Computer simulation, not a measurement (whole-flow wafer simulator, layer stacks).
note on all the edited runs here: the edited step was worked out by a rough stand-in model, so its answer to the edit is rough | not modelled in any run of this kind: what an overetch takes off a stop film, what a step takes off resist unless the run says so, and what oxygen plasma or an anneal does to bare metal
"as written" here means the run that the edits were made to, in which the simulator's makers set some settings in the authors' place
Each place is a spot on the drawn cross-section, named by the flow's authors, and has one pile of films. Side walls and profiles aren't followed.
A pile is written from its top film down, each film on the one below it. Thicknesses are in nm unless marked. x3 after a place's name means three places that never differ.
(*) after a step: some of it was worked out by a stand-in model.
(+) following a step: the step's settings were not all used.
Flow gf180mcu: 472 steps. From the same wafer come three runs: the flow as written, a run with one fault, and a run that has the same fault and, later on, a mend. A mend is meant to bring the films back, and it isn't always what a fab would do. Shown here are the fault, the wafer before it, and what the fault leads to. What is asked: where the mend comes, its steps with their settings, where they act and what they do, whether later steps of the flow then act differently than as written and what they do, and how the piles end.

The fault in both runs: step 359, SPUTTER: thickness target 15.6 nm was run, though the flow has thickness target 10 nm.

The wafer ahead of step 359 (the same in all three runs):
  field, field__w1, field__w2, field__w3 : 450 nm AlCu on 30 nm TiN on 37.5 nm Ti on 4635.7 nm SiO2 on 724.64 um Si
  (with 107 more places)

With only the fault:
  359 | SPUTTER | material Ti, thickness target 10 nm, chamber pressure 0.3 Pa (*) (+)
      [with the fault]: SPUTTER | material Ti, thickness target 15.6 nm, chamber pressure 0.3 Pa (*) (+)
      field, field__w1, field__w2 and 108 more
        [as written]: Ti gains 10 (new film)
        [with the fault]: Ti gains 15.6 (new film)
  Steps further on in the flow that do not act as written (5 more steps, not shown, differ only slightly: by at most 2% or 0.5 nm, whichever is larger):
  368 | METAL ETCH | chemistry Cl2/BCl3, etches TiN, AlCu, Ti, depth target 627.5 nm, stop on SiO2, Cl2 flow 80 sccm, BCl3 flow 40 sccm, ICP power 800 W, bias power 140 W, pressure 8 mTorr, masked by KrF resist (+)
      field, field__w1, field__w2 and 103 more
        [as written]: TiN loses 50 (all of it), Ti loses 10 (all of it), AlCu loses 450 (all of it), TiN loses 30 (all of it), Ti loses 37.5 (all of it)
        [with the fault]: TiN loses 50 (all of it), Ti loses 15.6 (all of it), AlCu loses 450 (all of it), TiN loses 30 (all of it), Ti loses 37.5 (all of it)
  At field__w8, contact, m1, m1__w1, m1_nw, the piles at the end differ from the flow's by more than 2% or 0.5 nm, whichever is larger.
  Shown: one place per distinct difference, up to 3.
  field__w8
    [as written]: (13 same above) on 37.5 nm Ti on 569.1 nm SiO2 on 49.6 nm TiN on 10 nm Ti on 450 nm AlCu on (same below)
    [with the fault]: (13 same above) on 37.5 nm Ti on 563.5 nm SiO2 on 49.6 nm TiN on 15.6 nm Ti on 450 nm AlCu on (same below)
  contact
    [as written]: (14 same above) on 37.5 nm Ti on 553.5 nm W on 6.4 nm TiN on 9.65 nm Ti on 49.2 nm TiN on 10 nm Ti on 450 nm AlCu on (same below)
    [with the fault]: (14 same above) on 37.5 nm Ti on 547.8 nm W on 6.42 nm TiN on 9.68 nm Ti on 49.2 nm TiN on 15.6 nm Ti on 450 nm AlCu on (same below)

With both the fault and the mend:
  After step 359 comes the mend.
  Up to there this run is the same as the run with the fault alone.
  359a | METAL ETCH | chemistry Cl2/BCl3, etches TiN, AlCu, Ti, depth target 5.6 nm, Cl2 flow 80 sccm, BCl3 flow 40 sccm, ICP power 800 W, bias power 140 W, pressure 8 mTorr (the flow's step 260 again, with other settings)
      field, field__w1, field__w2 and 108 more
        Ti loses 5.6
  Later steps of the flow that are run all act as written at every place that is followed.
  By the end, the piles equal the flow's at every place that both follow.
